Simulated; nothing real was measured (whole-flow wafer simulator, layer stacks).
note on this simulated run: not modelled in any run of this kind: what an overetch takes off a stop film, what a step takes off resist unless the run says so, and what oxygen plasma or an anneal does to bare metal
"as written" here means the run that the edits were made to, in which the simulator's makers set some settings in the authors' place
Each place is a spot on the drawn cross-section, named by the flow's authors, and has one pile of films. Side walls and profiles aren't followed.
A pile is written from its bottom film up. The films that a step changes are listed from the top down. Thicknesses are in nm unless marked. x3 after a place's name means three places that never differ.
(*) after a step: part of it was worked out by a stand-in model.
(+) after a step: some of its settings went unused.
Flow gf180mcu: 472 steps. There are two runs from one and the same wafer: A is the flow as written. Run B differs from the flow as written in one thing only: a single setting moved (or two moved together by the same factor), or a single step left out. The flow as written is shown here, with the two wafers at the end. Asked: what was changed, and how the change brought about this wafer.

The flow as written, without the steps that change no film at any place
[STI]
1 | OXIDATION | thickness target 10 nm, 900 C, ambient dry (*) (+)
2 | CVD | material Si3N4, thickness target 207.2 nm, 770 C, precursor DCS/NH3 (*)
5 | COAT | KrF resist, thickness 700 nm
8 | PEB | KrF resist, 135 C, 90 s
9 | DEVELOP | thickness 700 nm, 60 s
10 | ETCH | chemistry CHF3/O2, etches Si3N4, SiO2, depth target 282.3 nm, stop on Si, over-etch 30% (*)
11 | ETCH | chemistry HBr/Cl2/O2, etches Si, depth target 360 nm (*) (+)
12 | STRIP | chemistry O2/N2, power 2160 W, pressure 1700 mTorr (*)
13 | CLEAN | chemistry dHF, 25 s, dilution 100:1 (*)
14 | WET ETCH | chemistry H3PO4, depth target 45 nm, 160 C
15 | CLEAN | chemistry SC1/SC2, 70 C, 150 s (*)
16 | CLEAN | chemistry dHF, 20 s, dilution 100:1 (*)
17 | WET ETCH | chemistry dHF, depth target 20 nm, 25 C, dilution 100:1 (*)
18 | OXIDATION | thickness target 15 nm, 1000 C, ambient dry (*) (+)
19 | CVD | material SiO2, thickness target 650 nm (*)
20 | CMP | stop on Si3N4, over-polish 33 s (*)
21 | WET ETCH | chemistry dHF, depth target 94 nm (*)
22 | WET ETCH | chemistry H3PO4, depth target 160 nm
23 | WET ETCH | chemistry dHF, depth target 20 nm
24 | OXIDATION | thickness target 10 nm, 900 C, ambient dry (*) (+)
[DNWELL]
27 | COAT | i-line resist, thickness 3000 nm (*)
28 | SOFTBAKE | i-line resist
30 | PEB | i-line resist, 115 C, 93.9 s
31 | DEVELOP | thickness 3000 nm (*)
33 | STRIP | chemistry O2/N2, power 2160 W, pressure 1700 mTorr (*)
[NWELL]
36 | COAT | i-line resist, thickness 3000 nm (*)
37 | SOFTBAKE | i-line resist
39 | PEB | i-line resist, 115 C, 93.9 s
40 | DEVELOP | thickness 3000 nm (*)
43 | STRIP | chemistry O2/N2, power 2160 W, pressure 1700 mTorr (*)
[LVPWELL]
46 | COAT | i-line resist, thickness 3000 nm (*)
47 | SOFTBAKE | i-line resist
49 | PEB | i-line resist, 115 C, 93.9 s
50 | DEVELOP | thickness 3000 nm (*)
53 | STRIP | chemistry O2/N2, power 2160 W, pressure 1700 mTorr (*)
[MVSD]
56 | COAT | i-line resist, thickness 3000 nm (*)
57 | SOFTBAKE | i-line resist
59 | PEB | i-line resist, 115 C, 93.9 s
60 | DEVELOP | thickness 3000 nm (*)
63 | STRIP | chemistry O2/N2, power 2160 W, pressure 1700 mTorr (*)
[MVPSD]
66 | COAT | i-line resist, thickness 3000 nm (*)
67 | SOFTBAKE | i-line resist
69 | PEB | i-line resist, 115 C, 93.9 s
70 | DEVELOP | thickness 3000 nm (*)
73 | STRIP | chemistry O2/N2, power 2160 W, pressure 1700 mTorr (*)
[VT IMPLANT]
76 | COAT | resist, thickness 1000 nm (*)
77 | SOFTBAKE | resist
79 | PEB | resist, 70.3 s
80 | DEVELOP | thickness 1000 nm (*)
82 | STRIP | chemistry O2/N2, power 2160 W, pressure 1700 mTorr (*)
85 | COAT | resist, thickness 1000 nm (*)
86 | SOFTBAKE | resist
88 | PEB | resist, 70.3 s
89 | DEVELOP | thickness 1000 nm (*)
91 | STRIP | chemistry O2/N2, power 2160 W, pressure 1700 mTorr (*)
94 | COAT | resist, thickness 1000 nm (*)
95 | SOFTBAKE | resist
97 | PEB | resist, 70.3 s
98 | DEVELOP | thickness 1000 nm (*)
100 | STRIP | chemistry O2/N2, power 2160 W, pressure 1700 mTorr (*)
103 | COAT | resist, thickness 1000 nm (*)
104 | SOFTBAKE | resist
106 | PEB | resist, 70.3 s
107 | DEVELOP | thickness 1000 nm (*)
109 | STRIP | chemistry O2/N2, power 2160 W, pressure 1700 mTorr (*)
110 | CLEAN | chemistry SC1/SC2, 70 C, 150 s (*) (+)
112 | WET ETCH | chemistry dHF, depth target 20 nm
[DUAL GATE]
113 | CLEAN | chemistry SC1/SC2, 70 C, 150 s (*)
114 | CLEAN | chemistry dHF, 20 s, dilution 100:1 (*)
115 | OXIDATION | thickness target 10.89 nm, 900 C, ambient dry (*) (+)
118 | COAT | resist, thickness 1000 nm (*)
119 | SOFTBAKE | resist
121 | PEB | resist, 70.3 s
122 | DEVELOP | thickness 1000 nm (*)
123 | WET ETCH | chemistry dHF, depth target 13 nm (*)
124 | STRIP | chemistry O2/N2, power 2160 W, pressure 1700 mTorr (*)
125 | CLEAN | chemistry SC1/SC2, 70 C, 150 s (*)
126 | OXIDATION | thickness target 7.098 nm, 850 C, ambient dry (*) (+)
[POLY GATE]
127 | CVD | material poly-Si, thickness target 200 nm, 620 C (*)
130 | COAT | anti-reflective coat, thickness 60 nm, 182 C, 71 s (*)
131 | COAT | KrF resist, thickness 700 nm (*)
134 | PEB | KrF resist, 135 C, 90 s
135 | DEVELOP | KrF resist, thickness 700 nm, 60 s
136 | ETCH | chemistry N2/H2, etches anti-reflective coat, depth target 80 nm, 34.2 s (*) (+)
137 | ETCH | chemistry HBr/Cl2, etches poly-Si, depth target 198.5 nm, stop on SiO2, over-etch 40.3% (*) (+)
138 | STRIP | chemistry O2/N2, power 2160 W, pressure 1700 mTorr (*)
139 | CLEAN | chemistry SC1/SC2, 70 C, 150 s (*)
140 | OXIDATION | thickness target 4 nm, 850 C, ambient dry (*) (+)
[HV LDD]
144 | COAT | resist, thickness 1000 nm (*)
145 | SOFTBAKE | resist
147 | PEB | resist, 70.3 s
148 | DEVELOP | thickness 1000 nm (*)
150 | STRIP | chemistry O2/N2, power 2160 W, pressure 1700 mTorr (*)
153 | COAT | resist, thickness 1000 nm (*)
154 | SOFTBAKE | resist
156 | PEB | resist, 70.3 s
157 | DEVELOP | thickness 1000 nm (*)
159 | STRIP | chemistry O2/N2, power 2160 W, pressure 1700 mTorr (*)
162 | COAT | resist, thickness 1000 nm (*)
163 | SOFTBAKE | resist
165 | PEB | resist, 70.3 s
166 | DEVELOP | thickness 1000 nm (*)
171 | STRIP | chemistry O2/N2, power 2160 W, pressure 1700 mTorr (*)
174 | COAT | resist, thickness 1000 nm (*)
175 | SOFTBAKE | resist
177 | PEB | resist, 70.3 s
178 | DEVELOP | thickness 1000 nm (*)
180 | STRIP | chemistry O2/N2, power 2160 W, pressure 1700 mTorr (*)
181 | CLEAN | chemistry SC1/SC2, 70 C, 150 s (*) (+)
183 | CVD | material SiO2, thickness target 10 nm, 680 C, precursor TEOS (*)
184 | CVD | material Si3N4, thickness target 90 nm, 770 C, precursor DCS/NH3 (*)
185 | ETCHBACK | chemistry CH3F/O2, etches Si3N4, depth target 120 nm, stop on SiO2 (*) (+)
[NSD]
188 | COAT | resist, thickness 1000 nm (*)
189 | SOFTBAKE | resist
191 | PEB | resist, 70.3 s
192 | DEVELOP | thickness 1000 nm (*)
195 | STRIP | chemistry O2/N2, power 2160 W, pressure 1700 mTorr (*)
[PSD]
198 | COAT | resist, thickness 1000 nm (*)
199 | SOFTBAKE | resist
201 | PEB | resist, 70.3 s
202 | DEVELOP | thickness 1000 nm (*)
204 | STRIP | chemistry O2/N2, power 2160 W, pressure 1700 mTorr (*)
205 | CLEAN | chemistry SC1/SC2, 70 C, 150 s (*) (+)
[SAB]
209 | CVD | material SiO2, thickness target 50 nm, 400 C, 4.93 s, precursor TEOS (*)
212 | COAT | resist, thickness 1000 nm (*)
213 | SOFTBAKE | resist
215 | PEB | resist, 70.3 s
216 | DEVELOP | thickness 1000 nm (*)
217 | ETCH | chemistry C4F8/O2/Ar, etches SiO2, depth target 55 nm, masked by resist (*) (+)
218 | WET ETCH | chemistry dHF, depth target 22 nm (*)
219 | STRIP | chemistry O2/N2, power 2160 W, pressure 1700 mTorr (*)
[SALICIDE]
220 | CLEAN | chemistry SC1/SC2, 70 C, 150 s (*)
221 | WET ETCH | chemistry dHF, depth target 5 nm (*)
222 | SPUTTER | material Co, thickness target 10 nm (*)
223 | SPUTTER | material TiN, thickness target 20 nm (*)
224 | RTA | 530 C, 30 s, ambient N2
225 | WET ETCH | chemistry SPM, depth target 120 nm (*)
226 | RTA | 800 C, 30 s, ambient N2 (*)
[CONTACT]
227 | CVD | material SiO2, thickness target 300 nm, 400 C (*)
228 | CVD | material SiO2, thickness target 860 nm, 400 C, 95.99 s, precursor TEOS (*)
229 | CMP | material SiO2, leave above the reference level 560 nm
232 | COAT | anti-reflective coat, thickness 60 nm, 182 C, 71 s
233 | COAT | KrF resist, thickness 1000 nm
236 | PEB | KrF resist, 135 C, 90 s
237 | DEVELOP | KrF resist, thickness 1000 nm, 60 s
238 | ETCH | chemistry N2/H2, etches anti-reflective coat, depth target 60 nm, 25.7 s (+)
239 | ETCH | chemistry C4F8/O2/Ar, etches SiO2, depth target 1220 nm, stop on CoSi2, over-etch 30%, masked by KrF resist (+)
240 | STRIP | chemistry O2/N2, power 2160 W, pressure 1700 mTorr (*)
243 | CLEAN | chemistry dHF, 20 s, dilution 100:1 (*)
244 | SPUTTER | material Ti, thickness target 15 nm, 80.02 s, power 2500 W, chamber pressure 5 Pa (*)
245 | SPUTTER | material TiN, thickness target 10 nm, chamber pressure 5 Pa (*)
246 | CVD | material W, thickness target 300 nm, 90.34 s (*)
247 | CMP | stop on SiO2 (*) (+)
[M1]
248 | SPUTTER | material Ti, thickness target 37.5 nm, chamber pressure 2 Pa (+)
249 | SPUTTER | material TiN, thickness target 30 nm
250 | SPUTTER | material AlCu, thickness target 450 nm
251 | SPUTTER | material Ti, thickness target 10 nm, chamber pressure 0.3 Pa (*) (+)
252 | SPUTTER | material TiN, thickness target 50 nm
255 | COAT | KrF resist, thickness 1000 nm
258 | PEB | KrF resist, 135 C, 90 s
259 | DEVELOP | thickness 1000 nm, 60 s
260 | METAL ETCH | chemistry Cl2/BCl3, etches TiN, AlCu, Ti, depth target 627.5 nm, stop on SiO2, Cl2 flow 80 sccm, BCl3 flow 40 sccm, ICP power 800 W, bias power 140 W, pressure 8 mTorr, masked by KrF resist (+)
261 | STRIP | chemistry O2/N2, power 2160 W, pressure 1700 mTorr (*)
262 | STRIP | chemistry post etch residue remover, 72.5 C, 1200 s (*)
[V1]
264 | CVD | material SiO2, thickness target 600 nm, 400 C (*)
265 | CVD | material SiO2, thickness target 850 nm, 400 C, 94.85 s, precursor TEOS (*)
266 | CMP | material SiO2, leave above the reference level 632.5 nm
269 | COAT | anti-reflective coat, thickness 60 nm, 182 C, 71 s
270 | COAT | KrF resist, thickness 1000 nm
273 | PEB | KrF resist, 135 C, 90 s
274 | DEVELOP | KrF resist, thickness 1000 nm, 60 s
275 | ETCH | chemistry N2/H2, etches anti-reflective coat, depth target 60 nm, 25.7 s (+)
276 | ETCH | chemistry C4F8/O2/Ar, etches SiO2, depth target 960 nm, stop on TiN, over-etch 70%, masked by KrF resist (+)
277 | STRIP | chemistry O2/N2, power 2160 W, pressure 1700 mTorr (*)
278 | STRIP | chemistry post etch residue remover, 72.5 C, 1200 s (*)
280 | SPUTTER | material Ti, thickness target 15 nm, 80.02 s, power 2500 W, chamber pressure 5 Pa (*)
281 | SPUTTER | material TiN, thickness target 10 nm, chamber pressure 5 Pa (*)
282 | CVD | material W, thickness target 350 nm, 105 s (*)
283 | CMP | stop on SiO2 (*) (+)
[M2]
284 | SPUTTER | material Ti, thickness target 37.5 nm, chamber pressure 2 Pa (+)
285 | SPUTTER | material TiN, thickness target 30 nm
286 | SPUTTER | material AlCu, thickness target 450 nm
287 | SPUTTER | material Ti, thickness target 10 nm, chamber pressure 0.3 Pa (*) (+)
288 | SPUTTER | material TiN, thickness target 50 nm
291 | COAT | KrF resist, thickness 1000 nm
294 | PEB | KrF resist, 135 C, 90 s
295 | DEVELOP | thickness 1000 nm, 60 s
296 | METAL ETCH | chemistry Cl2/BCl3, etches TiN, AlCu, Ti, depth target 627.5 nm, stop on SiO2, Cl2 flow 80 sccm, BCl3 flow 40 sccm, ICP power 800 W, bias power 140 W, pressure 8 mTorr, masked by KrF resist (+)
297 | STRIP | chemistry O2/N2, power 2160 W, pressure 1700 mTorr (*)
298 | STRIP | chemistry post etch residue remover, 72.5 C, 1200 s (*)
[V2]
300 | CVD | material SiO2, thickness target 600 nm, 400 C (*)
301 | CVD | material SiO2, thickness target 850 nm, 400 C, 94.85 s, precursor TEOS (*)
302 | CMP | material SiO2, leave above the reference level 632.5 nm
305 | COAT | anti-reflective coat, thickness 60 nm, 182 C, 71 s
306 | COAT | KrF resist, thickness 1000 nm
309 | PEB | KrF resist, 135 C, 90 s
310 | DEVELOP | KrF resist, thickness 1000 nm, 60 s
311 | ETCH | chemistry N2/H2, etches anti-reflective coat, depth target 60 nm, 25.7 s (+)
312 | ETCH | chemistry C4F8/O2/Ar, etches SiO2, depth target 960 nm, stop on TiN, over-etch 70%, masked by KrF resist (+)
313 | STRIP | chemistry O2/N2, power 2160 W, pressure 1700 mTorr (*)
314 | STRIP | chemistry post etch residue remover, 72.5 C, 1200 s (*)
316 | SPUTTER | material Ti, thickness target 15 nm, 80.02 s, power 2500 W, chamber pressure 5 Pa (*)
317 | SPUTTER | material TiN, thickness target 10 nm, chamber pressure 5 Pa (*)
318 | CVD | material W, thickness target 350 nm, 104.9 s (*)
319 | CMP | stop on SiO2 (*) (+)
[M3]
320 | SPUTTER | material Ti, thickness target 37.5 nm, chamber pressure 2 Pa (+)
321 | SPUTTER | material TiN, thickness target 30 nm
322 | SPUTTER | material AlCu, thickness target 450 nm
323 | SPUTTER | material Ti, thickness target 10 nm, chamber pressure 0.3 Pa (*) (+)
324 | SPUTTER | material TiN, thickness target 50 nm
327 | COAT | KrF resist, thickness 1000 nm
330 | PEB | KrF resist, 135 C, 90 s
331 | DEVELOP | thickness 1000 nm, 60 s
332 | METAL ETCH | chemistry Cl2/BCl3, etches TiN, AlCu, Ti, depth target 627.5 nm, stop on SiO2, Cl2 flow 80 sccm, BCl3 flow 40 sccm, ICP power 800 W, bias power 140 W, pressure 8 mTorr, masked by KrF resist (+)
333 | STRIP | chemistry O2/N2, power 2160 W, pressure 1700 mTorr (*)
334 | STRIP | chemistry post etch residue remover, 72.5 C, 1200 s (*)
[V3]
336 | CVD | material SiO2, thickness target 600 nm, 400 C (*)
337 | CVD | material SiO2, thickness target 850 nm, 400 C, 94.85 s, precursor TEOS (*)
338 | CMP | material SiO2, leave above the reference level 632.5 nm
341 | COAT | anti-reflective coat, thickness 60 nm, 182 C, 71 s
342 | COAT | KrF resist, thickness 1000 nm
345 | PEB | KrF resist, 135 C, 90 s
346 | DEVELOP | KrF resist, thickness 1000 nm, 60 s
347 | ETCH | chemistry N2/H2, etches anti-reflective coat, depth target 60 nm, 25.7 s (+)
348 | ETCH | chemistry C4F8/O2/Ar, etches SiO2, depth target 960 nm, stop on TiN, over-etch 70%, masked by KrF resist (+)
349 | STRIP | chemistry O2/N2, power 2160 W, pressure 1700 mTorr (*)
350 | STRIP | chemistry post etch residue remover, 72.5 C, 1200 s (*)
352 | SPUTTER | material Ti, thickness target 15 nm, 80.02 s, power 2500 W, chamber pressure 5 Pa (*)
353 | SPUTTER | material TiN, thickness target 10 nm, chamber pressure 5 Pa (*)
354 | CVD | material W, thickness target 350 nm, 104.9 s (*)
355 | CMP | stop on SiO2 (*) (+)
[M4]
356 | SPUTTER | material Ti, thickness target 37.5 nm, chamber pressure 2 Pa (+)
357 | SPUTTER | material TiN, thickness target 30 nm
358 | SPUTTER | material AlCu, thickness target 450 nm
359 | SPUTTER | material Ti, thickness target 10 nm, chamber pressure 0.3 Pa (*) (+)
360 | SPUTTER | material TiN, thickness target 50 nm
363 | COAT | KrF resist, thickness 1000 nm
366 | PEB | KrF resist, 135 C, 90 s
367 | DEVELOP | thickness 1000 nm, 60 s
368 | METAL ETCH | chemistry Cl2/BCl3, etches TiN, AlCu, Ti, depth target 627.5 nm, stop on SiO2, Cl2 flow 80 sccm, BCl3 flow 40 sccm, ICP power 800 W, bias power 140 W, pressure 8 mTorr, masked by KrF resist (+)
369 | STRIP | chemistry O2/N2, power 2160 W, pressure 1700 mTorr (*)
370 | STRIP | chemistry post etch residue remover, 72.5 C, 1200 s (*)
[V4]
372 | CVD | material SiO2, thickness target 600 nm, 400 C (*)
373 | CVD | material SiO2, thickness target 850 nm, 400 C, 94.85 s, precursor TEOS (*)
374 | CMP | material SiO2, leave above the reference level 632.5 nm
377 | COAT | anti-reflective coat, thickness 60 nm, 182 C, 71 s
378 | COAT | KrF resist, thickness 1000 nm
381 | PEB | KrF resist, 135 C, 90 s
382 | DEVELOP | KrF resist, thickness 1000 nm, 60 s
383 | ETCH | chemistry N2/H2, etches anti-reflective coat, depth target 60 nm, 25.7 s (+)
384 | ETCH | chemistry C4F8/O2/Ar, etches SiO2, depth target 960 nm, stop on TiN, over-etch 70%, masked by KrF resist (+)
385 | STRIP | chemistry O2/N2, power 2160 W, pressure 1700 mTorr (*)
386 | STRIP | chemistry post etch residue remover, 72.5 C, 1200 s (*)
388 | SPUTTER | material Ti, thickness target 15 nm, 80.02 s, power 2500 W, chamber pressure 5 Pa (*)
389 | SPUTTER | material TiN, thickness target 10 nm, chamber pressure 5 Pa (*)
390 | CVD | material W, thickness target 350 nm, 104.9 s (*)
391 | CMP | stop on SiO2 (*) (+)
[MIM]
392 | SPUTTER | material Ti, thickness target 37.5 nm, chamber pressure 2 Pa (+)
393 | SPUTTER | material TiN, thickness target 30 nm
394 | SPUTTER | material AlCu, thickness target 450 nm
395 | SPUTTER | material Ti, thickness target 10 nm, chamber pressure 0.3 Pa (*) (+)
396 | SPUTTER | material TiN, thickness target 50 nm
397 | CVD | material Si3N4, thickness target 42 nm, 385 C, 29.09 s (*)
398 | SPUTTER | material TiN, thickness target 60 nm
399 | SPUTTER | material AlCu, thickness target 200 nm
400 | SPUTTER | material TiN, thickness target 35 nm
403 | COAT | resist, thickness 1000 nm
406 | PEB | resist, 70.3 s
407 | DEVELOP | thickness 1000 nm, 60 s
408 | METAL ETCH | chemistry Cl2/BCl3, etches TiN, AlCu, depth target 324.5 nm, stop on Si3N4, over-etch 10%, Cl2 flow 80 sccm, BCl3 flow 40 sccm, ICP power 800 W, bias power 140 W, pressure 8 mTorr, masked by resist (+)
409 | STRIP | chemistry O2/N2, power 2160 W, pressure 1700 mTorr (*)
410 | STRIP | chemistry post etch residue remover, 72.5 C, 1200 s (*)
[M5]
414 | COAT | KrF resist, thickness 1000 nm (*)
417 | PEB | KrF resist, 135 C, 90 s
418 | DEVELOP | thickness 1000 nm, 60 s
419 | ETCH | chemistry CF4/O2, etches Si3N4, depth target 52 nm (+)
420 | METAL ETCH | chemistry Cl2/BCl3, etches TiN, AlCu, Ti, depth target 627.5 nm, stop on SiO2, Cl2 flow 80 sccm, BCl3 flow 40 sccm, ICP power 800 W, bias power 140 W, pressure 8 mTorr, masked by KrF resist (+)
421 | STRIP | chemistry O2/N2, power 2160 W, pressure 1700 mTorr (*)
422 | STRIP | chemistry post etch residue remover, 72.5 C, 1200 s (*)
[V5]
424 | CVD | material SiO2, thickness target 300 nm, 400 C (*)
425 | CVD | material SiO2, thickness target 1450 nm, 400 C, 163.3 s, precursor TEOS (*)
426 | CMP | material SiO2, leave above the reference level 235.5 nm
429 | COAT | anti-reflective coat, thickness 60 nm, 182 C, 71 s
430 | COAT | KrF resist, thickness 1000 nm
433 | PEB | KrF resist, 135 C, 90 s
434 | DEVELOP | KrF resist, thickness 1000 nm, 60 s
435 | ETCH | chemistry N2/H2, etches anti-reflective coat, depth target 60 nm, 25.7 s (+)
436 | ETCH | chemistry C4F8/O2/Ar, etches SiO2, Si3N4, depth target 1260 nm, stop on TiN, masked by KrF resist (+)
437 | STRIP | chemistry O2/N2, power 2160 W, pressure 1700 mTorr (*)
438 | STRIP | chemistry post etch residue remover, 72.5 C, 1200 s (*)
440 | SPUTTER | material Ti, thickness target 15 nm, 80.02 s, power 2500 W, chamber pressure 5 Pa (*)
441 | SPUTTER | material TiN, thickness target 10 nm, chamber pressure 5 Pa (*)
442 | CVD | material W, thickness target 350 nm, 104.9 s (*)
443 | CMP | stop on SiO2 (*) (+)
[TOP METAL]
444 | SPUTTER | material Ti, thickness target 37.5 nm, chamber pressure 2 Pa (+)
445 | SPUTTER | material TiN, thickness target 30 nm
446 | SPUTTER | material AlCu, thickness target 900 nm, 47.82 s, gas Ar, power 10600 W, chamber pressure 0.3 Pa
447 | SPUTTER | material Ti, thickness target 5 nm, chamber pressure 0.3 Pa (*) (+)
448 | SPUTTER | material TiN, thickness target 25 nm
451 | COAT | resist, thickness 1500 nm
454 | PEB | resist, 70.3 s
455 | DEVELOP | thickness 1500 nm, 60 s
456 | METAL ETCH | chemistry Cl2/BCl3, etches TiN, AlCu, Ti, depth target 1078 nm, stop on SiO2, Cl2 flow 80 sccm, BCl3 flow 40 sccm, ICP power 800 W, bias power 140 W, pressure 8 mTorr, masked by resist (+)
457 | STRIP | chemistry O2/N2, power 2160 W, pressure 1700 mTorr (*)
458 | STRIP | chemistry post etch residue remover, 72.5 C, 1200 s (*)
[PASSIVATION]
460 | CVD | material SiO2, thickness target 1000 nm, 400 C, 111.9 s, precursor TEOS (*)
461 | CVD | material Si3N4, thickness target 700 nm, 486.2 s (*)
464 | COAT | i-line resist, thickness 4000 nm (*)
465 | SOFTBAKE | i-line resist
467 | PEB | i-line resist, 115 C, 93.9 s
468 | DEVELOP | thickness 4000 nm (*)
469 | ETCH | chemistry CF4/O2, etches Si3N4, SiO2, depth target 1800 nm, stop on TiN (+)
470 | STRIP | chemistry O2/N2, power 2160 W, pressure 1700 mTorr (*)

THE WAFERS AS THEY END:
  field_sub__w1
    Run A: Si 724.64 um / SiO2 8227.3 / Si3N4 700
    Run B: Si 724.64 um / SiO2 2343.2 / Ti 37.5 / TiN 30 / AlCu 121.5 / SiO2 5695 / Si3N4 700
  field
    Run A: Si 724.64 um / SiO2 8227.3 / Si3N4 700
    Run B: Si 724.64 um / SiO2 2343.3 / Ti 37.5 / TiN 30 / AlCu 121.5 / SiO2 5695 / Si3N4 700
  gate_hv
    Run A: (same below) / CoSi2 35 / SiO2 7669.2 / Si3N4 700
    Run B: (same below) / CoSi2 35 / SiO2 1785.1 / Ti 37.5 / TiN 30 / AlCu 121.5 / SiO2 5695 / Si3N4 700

What caused this: step 296, METAL ETCH: depth target 382.8 nm was run, whereas the flow has depth target 627.5 nm.

Step by step, how the change led to this:
  296 | METAL ETCH | chemistry Cl2/BCl3, etches TiN, AlCu, Ti, depth target 627.5 nm, stop on SiO2, Cl2 flow 80 sccm, BCl3 flow 40 sccm, ICP power 800 W, bias power 140 W, pressure 8 mTorr, masked by KrF resist (+)
      field, field__w1, field__w2 and 103 more: A -50 TiN (all of it), -10 Ti (all of it), -450 AlCu (all of it), -30 TiN (all of it), -37.5 Ti (all of it) | B -50 TiN (all of it), -10 Ti (all of it), -322.8 AlCu
      field__w8, contact, m1, m1__w1, m1_nw: A -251 KrF resist | B -153.1 KrF resist
  297 | STRIP | chemistry O2/N2, power 2160 W, pressure 1700 mTorr (*)
      field__w8, contact, m1, m1__w1, m1_nw: A -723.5 KrF resist (all of it) | B -821.4 KrF resist (all of it)
  298 | STRIP | chemistry post etch residue remover, 72.5 C, 1200 s (*)
      field, field__w1, field__w2 and 103 more: A nothing | B -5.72 AlCu
  300 | CVD | material SiO2, thickness target 600 nm, 400 C (*)
      field, field__w1, field__w2 and 103 more: A +600 SiO2 | B +600 SiO2 (new film)
  302 | CMP | material SiO2, leave above the reference level 632.5 nm
      field, field__w1, field__w2 and 103 more: A -300 SiO2 | B -489 SiO2
With metal films that touch counted as one body, field_sub__w1 has 1 body; the flow as written gives 0 bodies.
With metal films that touch counted as one body, field has 1 body; the flow as written gives 0 bodies.
With metal films that touch counted as one body, gate_hv has 2 bodies (between them, from the top down: SiO2 1785.1); the flow as written gives 1 body.
